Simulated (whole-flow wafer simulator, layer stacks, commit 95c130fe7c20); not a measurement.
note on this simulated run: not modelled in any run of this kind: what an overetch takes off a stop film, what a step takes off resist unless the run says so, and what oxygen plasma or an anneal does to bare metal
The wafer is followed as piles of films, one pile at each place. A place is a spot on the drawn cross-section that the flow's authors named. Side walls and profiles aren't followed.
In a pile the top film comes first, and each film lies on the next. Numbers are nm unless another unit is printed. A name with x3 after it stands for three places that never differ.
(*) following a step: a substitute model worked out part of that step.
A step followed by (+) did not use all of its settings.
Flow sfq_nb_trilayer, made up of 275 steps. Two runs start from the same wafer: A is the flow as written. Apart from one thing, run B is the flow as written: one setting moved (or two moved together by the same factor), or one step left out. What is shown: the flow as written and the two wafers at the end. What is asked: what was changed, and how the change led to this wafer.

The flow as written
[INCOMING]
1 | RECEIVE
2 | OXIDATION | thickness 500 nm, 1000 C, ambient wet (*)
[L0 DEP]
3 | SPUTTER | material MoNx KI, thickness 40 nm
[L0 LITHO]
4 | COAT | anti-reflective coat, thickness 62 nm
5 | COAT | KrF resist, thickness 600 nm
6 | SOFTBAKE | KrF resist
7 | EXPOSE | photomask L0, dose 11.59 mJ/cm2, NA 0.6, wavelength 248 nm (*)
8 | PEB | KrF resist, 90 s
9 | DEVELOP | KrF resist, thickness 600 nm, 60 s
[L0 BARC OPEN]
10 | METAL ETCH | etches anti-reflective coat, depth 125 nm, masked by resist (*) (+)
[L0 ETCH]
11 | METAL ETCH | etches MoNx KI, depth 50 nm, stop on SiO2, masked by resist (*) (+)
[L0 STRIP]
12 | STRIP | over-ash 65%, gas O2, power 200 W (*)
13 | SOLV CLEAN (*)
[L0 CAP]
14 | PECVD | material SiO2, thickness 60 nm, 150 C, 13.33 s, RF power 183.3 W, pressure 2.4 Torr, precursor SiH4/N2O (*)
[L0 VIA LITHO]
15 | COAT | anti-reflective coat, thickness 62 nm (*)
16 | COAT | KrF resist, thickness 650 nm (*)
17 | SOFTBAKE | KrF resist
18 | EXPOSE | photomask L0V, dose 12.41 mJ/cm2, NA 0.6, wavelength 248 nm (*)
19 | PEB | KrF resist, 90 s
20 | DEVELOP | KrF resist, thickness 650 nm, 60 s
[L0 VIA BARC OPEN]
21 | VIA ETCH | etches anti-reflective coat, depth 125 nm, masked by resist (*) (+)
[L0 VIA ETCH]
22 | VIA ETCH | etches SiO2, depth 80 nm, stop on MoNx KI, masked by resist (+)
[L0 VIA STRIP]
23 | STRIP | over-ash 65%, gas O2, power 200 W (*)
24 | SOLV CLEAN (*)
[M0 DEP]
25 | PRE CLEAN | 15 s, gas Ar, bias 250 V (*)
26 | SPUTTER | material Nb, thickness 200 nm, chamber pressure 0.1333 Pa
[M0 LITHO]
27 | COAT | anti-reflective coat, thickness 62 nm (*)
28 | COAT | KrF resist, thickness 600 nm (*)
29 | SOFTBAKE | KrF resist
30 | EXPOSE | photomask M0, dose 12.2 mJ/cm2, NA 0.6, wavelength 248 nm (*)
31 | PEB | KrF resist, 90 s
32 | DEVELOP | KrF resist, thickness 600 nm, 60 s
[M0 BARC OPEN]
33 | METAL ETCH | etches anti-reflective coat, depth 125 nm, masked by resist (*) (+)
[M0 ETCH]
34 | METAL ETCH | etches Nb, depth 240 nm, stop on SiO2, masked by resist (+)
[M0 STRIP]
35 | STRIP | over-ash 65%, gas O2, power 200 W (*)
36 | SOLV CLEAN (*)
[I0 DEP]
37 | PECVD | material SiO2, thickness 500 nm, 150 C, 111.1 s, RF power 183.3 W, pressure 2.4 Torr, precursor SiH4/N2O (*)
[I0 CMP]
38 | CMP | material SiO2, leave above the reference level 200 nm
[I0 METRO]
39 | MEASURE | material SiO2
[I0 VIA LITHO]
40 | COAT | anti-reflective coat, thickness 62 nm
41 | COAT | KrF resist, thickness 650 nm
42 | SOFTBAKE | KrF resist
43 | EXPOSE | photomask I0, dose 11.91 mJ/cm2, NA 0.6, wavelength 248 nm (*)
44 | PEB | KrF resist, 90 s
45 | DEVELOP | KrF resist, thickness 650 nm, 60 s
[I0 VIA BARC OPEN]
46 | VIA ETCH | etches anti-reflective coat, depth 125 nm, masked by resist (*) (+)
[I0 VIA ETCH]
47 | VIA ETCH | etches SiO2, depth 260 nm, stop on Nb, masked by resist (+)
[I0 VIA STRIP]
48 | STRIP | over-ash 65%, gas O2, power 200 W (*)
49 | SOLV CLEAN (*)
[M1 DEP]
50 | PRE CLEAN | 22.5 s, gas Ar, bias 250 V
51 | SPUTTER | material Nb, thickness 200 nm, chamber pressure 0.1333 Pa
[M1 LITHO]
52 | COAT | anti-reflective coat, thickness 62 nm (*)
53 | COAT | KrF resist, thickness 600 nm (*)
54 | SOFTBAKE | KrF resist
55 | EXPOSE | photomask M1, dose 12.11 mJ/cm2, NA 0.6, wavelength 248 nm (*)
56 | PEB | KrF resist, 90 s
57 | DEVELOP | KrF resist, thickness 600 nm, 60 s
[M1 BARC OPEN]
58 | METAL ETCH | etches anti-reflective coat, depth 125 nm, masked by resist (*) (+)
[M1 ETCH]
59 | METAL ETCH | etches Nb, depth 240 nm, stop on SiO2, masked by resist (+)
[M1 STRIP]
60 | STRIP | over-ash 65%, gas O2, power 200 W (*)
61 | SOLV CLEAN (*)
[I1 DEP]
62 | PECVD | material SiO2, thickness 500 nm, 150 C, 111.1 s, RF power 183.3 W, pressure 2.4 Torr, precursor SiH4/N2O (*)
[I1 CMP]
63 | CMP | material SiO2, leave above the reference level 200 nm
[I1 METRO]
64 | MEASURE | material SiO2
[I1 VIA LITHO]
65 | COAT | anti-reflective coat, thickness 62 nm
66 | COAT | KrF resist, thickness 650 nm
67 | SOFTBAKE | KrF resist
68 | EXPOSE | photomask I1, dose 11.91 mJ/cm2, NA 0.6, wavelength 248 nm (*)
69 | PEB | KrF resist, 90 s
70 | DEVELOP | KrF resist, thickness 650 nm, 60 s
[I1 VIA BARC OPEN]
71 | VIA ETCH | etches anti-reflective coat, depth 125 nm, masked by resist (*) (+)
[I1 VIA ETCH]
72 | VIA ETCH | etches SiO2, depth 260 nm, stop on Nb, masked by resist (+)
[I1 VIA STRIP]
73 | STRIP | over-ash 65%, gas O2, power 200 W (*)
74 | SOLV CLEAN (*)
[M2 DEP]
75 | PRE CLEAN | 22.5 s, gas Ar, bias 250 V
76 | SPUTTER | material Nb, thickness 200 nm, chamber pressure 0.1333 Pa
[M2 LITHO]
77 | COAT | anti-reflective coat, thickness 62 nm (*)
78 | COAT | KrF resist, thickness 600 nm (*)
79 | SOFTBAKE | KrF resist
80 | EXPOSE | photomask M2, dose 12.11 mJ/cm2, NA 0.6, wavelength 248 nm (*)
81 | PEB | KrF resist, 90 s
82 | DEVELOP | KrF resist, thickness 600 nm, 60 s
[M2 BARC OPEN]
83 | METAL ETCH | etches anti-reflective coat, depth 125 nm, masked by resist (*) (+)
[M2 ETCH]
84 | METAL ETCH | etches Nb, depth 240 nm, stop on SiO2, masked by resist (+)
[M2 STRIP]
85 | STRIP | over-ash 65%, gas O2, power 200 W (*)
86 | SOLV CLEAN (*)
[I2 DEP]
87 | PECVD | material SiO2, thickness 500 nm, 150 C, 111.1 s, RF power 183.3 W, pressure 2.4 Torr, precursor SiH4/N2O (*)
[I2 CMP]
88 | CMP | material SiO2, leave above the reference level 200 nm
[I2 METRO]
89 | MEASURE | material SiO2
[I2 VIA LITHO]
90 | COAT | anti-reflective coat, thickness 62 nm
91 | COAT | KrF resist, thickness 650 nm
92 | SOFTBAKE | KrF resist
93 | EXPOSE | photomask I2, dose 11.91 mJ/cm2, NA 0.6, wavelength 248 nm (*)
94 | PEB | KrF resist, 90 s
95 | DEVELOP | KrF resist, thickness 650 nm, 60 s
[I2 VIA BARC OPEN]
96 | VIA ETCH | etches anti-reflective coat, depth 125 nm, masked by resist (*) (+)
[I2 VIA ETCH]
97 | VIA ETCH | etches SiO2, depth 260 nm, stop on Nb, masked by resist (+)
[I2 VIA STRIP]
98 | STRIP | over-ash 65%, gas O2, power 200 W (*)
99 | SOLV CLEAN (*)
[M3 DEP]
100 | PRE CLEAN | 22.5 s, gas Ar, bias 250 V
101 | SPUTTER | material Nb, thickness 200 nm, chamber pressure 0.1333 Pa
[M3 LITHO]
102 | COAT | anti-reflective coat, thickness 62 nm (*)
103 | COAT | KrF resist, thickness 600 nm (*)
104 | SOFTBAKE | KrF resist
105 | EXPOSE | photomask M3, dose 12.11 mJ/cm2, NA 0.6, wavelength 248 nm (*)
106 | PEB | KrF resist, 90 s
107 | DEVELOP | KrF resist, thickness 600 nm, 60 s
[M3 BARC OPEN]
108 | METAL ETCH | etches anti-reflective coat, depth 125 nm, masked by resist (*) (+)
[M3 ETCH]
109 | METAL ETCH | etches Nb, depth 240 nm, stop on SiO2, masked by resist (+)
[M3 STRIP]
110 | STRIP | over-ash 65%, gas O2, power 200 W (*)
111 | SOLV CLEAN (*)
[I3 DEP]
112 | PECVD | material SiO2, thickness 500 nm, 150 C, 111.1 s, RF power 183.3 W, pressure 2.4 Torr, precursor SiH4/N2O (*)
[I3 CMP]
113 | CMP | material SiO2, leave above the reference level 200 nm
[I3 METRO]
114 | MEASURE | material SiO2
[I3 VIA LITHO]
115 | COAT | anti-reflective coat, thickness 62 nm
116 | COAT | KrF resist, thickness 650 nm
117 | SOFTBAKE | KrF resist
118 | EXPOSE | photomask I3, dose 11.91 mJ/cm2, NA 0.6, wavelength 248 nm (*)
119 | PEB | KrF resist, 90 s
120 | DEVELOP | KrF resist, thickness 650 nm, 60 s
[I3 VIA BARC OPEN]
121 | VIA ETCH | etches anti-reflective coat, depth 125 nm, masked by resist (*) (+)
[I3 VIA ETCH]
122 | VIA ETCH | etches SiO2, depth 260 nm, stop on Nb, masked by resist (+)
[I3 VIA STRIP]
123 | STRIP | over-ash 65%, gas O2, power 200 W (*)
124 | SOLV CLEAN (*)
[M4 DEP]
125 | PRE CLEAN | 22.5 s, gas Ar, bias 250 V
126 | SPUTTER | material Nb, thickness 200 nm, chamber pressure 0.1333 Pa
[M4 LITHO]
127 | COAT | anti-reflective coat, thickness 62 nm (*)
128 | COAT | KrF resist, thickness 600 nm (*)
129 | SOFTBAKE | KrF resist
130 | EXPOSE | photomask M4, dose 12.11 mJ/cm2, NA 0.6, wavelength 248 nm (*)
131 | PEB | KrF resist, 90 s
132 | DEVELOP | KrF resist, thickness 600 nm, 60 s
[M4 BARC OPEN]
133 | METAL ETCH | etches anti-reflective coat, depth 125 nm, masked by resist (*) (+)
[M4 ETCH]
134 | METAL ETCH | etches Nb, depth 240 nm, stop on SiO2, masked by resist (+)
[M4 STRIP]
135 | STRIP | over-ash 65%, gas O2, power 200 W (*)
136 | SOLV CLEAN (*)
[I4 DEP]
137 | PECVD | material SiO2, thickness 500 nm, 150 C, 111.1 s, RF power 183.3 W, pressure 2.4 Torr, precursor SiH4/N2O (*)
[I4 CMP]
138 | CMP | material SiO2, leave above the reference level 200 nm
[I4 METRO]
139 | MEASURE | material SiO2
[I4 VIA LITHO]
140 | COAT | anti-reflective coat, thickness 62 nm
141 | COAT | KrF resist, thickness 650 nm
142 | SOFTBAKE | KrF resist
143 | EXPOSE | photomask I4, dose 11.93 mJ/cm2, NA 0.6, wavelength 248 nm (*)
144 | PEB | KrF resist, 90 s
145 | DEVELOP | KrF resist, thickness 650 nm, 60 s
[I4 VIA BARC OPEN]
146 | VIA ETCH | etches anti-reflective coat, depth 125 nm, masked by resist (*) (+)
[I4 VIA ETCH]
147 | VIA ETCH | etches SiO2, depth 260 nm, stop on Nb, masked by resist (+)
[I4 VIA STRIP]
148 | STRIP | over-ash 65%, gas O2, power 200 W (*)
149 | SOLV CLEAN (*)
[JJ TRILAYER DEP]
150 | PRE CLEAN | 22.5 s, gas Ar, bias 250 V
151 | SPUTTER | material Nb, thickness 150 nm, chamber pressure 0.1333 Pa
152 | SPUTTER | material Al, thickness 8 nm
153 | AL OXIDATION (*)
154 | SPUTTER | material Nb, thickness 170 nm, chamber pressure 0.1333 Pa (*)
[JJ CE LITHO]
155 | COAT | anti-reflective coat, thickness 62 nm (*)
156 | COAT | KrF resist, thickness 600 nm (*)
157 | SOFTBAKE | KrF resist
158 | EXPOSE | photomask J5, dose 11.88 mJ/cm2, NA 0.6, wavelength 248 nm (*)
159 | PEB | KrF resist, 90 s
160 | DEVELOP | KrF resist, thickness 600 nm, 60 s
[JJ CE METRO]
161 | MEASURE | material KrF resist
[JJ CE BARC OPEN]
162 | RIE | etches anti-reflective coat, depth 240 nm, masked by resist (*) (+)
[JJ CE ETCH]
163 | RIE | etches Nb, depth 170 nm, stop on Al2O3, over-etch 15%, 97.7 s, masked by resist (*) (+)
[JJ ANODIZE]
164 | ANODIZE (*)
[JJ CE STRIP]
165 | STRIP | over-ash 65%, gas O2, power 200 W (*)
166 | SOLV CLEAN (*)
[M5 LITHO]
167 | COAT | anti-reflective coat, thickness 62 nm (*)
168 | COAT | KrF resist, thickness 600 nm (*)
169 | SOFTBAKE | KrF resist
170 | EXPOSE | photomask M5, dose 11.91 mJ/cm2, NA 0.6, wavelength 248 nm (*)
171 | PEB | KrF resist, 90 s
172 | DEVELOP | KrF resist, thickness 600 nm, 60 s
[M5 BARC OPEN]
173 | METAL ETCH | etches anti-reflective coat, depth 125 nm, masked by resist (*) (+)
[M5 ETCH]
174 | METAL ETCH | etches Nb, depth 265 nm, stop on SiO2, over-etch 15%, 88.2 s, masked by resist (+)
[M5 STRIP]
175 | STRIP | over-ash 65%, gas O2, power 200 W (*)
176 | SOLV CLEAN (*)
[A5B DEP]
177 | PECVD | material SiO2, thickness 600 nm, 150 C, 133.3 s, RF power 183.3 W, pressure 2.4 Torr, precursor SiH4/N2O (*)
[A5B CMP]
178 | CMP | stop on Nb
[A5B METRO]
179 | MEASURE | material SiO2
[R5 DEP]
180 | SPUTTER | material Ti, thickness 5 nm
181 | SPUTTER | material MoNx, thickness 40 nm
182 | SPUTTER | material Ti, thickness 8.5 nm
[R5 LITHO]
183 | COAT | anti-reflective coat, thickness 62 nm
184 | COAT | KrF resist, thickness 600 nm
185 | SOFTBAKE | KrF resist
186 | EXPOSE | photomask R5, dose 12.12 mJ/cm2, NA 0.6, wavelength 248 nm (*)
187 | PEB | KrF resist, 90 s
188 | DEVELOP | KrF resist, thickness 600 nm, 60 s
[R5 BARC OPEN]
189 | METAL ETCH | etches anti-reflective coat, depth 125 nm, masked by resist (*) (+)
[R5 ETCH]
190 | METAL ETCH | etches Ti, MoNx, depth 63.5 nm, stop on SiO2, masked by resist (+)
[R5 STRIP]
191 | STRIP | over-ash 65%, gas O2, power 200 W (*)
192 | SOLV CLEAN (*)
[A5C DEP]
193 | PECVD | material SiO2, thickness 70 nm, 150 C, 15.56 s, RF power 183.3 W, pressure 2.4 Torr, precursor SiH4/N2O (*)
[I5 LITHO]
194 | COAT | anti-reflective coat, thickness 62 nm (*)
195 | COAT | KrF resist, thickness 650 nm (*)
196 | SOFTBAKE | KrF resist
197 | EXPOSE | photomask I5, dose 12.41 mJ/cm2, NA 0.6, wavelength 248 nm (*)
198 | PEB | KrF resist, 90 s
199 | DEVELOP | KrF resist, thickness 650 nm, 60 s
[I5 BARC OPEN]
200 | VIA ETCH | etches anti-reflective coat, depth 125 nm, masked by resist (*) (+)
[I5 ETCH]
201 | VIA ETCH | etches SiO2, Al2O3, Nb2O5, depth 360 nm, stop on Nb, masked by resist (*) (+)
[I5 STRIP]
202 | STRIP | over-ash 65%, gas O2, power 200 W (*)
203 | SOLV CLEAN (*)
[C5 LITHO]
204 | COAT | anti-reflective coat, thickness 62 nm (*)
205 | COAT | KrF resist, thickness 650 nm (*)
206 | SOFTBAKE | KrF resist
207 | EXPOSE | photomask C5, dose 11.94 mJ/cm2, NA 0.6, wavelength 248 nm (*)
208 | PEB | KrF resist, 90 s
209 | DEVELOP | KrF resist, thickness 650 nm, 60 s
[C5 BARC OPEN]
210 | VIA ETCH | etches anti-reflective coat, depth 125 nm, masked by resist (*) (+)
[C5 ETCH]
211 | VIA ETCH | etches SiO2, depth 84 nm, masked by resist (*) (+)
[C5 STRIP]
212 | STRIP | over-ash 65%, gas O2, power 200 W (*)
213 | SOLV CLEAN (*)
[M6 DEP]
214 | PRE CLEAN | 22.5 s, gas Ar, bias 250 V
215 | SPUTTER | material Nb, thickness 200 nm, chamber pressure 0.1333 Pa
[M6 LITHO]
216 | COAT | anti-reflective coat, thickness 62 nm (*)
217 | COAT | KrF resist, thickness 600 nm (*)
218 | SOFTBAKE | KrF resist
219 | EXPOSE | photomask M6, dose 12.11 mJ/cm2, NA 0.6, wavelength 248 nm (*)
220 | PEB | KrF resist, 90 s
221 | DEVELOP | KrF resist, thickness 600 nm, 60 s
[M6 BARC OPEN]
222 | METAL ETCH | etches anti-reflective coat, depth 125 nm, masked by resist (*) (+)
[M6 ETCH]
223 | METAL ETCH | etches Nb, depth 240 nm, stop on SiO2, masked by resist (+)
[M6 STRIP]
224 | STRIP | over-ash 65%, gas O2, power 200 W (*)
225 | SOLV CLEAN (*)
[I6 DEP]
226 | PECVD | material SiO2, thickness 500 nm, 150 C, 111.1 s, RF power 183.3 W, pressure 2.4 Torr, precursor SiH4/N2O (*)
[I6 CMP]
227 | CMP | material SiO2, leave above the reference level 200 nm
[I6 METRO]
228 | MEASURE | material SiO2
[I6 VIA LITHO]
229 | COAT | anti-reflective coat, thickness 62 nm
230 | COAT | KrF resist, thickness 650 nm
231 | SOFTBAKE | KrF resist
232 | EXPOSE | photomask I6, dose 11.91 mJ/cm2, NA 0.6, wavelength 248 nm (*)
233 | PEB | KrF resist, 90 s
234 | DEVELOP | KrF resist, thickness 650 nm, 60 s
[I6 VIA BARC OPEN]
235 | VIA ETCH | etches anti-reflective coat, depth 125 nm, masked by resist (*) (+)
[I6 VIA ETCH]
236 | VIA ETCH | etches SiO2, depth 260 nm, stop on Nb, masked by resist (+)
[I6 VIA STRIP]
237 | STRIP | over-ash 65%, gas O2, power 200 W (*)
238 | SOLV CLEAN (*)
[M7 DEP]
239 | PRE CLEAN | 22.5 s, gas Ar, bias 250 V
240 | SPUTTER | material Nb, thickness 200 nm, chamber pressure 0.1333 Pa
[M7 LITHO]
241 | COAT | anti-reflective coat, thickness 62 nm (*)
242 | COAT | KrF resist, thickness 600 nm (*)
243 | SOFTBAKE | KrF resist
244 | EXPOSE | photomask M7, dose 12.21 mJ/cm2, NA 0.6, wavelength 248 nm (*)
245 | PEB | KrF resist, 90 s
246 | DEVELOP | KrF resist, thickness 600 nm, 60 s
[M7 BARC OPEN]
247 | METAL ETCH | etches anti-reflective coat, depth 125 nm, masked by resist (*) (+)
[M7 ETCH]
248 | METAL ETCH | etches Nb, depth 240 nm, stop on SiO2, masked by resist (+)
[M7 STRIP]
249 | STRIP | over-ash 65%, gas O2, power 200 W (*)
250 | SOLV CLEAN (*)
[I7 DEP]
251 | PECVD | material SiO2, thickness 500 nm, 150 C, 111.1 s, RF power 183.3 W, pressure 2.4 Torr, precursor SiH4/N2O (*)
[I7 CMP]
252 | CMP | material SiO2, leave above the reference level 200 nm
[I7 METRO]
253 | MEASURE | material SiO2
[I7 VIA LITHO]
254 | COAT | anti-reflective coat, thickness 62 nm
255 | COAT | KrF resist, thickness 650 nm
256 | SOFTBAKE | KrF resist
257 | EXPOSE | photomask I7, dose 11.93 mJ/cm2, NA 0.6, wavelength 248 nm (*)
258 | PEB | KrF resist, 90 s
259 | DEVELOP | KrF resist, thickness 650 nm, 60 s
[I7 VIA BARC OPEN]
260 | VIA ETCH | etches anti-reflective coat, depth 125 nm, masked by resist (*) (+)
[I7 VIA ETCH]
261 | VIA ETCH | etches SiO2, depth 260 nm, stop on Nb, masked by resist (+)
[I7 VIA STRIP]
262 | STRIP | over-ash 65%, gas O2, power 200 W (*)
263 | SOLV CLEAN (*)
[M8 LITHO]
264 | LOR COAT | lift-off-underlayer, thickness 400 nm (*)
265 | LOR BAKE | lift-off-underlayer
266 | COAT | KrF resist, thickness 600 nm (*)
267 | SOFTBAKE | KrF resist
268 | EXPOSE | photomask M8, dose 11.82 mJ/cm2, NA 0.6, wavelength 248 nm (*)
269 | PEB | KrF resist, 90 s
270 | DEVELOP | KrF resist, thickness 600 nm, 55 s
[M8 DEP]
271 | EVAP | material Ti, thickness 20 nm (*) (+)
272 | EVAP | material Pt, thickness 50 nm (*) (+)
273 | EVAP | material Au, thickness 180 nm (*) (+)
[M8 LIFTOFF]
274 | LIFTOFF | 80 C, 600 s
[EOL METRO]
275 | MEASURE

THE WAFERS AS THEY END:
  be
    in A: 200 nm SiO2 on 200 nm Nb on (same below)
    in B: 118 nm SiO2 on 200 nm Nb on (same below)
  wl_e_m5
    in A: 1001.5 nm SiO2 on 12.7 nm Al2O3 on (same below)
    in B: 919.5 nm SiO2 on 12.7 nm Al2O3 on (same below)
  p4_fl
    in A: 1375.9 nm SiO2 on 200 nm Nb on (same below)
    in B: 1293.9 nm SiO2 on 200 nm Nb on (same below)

Cause: step 252, CMP: leave above the reference level 118 nm was run, whereas the flow has leave above the reference level 200 nm.
The wafer itself shows it: be has SiO2 118, and step 252 as written asks for 200 nm.

Step by step, how the change led to this:
  252 | CMP | material SiO2, leave above the reference level 200 nm
      field_l, p4_fl, p4_fm and 56 more: A -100 SiO2 | B -182 SiO2
      v_sur, via_wl, via_w and 37 more: A -300 SiO2 | B -382 SiO2
      (as well as at 7 more places)
  261 | VIA ETCH | etches SiO2, depth 260 nm, stop on Nb, masked by resist (+)
      field_l, v_sur, via_sp and 100 more: A -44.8 KrF resist | B -30.5 KrF resist
      via_wl, via_w, via_wr: A -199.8 SiO2 (all of it) | B -117.8 SiO2 (all of it)
  262 | STRIP | over-ash 65%, gas O2, power 200 W (*)
      field_l, v_sur, via_sp and 100 more: A -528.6 KrF resist (all of it), -62 anti-reflective coat (all of it) | B -543 KrF resist (all of it), -62 anti-reflective coat (all of it)
  264 | LOR COAT | lift-off-underlayer, thickness 400 nm (*)
      via_wl, via_wr: A +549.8 lift-off-underlayer (new film) | B +488.4 lift-off-underlayer (new film)
      v_sur: A +369.4 lift-off-underlayer (new film) | B +382 lift-off-underlayer (new film)
      (as well as at 2 more places)
  266 | COAT | KrF resist, thickness 600 nm (*)
      via_w: A +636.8 KrF resist (new film) | B +621.7 KrF resist (new film)
  270 | DEVELOP | KrF resist, thickness 600 nm, 55 s
      v_sur: A -607.3 KrF resist (all of it), -369.4 lift-off-underlayer (all of it) | B -603.8 KrF resist (all of it), -382 lift-off-underlayer (all of it)
      via_wl: A -623.9 KrF resist (all of it), -549.8 lift-off-underlayer (all of it) | B -613.6 KrF resist (all of it), -488.4 lift-off-underlayer (all of it)
      (as well as at 3 more places)
